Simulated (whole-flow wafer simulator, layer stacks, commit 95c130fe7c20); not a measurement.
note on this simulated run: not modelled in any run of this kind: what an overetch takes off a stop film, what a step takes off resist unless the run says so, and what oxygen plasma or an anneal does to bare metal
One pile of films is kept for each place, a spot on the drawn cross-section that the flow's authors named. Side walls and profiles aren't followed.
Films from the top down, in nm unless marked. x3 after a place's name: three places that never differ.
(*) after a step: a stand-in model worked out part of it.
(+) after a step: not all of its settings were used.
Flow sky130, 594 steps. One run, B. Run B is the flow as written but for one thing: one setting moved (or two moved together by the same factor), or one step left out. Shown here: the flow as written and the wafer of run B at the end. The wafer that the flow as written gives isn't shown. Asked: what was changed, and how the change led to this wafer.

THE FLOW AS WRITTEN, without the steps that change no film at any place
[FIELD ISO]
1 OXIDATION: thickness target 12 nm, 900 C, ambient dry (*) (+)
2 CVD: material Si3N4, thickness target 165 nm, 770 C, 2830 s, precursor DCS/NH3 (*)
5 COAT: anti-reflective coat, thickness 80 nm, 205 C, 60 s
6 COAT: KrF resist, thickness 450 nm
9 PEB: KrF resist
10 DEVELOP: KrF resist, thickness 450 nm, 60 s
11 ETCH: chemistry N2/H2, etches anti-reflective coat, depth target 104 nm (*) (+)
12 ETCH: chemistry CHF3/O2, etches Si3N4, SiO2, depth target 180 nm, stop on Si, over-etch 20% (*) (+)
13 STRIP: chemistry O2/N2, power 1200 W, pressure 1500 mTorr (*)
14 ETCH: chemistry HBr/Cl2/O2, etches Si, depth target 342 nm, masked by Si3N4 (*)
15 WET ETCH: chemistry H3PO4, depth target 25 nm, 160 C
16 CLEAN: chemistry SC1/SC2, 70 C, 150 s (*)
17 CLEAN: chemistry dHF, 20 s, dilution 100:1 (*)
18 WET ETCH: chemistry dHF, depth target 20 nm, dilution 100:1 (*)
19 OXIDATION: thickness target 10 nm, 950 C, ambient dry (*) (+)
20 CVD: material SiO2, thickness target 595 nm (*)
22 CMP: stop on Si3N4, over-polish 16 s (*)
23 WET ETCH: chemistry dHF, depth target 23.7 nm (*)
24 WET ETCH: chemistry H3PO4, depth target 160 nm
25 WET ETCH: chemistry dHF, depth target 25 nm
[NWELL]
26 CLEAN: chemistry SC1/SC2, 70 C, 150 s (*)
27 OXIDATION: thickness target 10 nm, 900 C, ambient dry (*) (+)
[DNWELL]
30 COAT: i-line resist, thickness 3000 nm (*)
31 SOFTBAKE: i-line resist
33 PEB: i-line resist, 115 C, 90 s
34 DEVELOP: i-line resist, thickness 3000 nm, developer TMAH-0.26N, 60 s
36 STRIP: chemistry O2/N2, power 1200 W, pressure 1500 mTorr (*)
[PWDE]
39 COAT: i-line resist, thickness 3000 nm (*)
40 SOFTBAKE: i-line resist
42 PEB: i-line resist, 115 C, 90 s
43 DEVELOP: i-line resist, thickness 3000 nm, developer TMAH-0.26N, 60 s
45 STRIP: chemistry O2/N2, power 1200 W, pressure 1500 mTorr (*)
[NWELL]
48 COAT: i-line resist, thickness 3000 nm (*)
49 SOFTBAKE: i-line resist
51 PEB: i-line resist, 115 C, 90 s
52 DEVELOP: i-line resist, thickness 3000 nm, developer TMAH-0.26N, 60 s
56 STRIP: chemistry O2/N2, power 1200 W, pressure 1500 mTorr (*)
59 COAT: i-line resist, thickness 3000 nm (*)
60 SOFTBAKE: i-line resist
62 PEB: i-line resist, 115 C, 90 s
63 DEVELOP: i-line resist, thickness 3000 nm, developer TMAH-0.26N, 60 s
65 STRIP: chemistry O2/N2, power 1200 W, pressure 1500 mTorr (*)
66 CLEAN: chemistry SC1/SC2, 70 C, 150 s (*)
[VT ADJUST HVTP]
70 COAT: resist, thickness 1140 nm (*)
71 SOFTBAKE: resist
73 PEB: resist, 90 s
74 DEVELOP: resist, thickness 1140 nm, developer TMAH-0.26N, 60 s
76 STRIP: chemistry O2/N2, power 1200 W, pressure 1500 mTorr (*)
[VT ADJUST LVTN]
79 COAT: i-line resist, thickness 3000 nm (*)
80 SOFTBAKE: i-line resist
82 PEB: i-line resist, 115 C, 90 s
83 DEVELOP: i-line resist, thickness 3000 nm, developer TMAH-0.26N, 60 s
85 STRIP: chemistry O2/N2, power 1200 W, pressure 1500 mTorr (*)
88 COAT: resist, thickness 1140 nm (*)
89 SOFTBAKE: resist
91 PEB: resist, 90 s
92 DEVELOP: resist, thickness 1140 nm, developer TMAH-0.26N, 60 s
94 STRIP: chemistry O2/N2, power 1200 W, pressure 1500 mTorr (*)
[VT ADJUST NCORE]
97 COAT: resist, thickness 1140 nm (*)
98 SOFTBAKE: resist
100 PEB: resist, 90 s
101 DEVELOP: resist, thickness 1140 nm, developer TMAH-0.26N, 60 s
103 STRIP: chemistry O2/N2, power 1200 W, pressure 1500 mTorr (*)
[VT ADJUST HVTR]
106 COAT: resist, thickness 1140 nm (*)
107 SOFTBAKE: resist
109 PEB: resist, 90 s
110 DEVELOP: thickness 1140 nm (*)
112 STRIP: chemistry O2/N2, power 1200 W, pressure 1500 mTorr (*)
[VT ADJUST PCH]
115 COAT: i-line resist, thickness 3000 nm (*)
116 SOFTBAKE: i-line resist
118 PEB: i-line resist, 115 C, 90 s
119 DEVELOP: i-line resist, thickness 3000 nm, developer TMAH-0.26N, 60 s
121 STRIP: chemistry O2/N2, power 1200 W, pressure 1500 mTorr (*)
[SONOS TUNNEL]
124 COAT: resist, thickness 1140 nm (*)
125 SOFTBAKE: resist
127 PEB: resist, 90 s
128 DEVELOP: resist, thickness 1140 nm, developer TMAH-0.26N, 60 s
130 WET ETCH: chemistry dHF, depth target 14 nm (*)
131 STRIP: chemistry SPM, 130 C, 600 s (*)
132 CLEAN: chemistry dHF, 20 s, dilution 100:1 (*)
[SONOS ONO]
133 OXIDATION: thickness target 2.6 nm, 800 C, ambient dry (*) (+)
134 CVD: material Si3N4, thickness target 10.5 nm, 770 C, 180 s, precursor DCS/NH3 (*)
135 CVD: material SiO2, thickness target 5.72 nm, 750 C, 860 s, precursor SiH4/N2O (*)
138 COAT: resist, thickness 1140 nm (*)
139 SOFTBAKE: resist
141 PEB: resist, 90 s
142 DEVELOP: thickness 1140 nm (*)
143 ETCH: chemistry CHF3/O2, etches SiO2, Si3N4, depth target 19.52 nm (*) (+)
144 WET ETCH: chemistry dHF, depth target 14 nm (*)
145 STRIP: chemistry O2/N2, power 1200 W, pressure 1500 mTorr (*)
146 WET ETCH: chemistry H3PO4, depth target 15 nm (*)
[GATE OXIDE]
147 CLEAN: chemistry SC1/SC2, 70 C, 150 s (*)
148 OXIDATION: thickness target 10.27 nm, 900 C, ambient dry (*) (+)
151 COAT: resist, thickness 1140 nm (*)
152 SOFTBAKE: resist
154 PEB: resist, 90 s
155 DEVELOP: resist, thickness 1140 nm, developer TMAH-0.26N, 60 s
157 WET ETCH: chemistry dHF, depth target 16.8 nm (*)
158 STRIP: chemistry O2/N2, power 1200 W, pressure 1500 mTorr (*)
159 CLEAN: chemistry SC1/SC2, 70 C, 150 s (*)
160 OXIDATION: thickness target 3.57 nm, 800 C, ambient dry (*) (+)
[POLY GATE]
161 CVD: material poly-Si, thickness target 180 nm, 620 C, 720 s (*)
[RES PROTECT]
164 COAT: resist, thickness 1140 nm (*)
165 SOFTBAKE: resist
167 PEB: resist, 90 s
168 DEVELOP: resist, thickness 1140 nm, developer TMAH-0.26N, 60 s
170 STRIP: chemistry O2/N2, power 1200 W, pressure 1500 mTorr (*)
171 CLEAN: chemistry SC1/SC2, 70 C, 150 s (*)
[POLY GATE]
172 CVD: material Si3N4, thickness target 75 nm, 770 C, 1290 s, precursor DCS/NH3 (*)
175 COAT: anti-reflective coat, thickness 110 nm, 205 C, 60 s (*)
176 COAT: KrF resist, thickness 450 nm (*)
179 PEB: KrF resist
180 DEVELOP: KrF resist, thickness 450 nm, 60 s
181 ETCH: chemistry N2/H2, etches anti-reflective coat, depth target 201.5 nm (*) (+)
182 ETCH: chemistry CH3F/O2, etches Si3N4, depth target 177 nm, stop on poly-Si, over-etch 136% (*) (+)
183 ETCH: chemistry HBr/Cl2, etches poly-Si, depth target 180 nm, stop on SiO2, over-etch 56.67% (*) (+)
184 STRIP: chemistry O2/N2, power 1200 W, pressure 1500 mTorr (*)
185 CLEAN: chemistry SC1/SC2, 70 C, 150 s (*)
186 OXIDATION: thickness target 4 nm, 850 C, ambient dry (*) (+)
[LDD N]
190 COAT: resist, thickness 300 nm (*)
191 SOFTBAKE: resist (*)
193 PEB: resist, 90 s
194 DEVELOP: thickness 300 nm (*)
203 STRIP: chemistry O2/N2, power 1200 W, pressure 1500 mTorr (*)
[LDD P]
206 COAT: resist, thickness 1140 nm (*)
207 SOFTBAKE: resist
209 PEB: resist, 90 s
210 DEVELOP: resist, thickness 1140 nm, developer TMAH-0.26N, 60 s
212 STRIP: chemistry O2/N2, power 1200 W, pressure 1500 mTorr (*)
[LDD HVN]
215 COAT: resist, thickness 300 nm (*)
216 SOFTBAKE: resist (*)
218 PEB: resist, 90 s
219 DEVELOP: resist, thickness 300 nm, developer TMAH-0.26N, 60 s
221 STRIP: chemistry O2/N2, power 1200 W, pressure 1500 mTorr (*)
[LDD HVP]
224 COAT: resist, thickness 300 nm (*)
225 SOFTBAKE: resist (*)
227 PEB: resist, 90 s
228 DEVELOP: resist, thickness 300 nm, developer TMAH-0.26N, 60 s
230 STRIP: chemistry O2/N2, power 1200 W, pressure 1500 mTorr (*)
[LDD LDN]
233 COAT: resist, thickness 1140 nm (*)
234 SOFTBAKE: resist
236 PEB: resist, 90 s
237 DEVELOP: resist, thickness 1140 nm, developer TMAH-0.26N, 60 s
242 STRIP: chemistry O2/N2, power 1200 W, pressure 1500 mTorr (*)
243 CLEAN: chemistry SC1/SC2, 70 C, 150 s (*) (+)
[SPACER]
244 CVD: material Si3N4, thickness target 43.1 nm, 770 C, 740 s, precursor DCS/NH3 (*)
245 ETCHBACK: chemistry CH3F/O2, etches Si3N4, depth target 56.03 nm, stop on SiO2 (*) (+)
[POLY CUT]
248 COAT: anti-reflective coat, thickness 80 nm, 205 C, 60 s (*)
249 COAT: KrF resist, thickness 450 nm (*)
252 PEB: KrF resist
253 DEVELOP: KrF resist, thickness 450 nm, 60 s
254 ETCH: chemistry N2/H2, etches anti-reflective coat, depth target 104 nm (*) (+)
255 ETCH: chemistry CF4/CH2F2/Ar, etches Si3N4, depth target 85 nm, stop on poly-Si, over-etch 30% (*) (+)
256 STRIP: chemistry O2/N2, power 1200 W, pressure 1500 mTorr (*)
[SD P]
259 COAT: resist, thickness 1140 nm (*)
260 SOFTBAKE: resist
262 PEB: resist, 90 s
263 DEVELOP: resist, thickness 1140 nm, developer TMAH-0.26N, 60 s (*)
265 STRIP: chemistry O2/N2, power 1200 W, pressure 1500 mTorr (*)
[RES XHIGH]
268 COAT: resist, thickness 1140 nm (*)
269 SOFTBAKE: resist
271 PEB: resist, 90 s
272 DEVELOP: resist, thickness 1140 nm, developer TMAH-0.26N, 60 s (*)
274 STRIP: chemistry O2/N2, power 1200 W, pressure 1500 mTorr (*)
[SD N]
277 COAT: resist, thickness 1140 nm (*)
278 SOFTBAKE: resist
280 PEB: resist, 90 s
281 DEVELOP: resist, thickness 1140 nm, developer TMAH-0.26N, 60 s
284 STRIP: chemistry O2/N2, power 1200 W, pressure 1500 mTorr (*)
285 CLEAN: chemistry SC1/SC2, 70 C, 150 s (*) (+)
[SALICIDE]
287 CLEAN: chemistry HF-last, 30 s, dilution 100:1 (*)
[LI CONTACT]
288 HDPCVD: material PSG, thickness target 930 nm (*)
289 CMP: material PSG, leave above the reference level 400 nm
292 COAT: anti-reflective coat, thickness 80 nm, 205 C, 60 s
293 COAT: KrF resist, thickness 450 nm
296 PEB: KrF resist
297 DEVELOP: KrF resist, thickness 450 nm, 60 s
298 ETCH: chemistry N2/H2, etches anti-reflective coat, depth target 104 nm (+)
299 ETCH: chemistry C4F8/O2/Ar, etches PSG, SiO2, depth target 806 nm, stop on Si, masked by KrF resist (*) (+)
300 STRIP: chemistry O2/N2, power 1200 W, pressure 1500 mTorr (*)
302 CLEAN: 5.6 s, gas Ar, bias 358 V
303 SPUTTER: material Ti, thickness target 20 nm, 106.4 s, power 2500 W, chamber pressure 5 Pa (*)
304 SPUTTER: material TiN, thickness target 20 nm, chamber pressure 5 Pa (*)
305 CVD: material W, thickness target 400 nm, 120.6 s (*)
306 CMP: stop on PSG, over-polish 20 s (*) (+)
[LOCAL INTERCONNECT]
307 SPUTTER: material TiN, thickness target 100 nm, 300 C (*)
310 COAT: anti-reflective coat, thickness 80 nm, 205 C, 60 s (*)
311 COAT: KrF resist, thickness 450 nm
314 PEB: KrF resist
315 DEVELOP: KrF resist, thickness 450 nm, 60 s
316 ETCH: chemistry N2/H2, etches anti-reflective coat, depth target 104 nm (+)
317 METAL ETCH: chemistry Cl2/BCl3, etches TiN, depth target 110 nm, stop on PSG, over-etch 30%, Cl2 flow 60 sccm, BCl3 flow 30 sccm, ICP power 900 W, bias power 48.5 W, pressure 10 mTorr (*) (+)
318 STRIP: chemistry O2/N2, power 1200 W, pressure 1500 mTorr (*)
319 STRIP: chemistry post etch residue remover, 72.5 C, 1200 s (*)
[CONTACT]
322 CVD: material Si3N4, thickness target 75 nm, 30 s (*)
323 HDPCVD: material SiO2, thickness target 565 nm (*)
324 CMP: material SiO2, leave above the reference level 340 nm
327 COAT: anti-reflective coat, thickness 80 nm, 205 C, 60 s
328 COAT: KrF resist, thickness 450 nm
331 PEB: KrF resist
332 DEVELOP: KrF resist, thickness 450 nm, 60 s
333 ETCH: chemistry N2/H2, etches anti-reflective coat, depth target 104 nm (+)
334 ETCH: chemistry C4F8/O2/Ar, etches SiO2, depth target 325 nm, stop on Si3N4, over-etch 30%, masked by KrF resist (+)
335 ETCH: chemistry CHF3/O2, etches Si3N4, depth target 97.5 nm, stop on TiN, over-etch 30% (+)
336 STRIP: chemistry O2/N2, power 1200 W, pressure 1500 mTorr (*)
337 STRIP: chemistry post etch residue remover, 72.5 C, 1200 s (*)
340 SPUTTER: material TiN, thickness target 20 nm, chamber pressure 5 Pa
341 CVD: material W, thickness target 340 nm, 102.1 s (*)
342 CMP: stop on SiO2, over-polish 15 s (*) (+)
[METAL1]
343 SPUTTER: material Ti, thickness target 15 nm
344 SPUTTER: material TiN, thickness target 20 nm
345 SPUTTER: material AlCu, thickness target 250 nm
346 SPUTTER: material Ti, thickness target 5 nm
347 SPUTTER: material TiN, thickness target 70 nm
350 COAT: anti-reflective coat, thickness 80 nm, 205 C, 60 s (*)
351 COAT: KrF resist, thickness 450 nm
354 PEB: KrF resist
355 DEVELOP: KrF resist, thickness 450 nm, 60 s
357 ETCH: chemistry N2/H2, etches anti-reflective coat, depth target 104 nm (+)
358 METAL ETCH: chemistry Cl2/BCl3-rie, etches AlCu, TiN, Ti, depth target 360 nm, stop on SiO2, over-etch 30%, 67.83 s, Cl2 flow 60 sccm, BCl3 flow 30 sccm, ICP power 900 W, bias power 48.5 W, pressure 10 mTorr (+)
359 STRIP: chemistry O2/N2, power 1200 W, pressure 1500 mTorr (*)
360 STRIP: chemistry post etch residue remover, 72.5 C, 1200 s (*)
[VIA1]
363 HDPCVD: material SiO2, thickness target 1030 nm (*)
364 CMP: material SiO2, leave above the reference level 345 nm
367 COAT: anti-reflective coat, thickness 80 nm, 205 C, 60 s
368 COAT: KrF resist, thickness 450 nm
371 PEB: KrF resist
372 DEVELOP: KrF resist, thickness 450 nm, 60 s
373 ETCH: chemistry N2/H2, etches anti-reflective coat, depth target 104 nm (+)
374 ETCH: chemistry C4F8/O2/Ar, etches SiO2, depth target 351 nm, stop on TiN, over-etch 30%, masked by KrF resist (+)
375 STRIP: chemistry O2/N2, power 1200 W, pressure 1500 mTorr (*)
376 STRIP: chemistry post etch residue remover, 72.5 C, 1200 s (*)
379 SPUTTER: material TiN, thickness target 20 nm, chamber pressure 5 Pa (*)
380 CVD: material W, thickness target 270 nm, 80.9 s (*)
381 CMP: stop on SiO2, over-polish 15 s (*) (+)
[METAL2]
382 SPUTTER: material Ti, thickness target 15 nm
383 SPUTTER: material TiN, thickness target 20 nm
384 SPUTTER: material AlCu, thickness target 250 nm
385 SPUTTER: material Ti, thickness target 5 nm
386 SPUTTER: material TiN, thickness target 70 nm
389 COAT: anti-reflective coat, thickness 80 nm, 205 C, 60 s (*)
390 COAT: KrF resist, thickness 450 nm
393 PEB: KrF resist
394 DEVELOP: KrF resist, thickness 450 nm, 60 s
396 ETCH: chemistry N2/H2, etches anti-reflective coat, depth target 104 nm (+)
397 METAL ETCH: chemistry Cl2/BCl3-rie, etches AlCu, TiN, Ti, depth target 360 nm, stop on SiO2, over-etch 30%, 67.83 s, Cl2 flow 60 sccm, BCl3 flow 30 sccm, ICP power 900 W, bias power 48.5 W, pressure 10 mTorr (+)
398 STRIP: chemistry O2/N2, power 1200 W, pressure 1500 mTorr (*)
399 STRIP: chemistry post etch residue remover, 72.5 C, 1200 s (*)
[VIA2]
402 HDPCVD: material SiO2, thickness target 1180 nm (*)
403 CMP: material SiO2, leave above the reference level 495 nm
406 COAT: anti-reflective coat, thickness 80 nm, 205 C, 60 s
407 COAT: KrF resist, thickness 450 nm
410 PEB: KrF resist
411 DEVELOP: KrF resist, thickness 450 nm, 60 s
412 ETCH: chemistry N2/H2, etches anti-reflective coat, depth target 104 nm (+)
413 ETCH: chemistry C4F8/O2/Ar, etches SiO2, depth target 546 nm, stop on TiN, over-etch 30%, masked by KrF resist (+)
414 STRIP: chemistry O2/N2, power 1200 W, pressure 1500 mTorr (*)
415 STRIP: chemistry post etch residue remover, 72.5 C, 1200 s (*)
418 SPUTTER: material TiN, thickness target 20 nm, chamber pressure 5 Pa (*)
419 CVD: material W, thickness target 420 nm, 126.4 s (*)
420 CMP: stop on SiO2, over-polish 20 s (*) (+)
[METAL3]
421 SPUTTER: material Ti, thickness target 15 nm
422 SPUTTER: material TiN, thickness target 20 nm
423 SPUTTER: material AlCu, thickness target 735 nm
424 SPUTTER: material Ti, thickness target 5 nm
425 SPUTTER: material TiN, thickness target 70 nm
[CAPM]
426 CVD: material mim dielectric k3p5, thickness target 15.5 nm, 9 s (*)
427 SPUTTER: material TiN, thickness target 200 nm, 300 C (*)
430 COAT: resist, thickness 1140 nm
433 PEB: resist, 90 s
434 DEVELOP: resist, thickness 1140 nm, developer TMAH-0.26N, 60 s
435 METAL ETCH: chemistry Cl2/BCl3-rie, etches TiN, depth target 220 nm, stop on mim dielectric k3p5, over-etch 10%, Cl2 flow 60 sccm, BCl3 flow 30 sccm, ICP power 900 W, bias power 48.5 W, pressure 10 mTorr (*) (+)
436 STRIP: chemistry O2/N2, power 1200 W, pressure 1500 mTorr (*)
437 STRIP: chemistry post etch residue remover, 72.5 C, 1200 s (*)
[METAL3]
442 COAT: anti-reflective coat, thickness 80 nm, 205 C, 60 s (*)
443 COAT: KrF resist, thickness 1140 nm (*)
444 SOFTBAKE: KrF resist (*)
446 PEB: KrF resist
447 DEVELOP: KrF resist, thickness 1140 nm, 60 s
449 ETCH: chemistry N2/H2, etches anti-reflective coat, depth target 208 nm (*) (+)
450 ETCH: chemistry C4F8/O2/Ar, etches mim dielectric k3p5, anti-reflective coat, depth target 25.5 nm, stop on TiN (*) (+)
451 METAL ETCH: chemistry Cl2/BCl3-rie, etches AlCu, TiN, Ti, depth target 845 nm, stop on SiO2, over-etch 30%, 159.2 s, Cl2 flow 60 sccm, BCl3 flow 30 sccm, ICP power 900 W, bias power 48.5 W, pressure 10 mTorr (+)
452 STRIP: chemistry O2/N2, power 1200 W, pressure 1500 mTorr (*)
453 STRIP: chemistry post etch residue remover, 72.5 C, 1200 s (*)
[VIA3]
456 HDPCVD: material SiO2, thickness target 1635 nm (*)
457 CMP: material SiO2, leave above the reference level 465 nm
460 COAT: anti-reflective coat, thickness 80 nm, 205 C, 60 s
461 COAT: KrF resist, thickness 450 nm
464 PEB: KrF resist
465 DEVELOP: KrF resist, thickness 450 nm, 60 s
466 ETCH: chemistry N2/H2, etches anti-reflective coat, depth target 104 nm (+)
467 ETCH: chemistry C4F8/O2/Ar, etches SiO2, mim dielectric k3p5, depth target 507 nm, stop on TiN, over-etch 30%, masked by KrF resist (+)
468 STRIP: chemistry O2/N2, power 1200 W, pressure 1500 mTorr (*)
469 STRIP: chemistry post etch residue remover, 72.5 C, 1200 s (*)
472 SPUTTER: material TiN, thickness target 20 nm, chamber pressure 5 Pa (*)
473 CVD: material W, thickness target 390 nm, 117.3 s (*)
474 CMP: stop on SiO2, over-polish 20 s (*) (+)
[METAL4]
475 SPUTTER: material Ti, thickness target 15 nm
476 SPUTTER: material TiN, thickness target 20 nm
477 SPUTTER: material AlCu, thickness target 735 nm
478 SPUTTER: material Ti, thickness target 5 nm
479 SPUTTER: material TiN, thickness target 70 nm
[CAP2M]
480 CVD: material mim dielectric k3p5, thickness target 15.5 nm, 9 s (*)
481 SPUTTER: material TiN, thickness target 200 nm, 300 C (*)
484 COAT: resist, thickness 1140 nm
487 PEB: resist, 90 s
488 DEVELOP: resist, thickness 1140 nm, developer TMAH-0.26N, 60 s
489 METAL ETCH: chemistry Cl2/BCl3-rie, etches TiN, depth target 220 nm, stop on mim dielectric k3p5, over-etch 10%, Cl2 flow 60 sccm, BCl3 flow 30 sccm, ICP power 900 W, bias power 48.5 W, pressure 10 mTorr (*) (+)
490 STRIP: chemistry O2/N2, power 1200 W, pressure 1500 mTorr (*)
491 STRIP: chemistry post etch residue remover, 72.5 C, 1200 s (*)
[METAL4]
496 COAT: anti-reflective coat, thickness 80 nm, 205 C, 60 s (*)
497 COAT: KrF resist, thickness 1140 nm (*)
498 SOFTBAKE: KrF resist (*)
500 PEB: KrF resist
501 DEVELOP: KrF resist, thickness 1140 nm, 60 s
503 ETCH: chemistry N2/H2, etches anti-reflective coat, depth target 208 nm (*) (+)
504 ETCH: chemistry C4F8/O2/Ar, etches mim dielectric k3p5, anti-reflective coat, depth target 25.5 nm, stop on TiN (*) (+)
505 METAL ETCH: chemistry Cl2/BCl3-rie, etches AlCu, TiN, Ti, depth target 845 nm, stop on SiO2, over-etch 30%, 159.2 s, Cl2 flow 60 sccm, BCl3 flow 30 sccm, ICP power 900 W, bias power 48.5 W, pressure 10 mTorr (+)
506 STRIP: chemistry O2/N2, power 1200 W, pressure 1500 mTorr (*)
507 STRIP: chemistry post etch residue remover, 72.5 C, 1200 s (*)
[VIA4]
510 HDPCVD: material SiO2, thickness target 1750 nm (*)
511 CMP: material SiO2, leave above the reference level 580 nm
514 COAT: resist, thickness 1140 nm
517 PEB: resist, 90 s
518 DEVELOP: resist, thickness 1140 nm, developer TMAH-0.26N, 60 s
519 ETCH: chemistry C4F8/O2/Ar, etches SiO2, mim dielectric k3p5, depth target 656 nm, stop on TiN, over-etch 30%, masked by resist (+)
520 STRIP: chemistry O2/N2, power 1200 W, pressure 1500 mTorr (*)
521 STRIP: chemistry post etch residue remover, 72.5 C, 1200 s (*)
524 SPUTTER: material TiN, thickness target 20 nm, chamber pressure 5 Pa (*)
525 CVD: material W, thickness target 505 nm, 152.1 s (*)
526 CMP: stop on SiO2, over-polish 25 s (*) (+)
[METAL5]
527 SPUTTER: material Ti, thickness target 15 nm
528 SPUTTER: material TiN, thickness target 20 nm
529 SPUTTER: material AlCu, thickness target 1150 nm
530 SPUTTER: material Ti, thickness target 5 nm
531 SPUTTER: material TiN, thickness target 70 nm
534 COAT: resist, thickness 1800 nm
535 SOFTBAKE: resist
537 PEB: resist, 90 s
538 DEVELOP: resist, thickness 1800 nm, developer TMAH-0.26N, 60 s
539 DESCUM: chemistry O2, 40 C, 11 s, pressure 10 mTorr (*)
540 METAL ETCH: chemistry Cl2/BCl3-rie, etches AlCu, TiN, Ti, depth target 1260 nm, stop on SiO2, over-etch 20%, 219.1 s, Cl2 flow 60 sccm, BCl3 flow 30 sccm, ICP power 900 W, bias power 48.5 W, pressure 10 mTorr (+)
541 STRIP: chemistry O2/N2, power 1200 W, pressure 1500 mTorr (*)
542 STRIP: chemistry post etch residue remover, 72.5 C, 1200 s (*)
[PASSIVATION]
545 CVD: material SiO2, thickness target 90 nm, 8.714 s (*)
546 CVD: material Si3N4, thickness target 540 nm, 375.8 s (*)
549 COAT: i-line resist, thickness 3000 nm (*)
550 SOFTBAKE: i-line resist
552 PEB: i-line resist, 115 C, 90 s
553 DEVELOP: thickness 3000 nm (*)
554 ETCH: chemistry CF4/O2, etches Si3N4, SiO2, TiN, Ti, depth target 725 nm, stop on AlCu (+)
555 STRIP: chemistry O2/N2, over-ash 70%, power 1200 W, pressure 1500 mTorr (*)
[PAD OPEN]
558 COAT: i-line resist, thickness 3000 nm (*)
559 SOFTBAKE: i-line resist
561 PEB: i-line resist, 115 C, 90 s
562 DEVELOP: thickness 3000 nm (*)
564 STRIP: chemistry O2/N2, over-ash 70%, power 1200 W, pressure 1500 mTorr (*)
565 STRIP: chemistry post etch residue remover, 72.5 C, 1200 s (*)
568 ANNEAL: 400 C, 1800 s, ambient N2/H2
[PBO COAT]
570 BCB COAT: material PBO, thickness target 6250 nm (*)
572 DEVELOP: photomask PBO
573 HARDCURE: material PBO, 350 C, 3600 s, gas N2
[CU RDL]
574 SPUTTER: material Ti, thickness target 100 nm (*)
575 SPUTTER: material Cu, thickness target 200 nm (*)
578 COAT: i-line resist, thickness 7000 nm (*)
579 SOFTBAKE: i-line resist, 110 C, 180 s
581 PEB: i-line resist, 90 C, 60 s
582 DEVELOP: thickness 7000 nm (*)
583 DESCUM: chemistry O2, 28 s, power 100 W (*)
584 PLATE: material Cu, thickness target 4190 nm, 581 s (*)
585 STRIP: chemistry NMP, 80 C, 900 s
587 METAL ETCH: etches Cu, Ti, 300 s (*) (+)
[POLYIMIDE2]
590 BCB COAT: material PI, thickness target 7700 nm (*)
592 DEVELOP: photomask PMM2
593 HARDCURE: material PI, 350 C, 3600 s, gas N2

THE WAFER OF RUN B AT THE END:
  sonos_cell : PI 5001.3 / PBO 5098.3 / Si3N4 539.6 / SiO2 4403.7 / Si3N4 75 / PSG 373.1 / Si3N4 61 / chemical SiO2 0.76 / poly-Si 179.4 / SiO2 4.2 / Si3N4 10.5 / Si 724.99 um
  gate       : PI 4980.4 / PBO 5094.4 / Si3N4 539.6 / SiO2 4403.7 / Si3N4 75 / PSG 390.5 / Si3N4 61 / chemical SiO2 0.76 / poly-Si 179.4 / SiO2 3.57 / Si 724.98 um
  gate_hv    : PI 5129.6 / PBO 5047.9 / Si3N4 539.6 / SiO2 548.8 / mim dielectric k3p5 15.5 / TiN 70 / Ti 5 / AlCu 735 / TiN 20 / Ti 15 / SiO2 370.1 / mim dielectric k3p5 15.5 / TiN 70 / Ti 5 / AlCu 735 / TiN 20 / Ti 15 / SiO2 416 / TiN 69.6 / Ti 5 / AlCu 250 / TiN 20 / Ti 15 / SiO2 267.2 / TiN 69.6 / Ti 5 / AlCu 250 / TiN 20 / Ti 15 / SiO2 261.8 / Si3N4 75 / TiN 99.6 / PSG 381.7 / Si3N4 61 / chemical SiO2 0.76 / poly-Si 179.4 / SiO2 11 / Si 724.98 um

The cause: step 133, OXIDATION: thickness target 2.6 nm, 800 C, ambient dry (*) (+), was left out.

How the change led to this, step by step:
  143 ETCH: chemistry CHF3/O2, etches SiO2, Si3N4, depth target 19.52 nm (*) (+)
      n_well, sonos_sd: SiO2 -5.72 (all of it), Si3N4 -10.5 (all of it), Si -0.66 (as written it would be: SiO2 -5.72 (all of it), Si3N4 -10.5 (all of it), SiO2 -2.6 (all of it), Si -0.14)
  144 WET ETCH: chemistry dHF, depth target 14 nm (*)
      active, p_well, gate and 46 more: SiO2 -5.48 (all of it) (as written it would be: SiO2 -7.24 (all of it))
      gate_p_lvt, dext_ntap_nw, gate_lvt and 13 more: SiO2 -5.49 (all of it) (as written it would be: SiO2 -7.24 (all of it))
      (and at 34 more places)
  248 COAT: anti-reflective coat, thickness 80 nm, 205 C, 60 s (*)
      m1: anti-reflective coat +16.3 (new film) (as written it would be: anti-reflective coat +16.9 (new film))
      gate_p_hv: anti-reflective coat +16.4 (new film) (as written it would be: anti-reflective coat +17 (new film))
  256 STRIP: chemistry O2/N2, power 1200 W, pressure 1500 mTorr (*)
      m1: KrF resist -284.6 (all of it), anti-reflective coat -16.3 (all of it) (as written it would be: KrF resist -284.8 (all of it), anti-reflective coat -16.9 (all of it))
      gate_p_hv: KrF resist -325.3 (all of it), anti-reflective coat -16.4 (all of it) (as written it would be: KrF resist -325.1 (all of it), anti-reflective coat -17 (all of it))
  306 CMP: stop on PSG, over-polish 20 s (*) (+)
      poly_licon: W -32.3 (as written it would be: W -33.1)
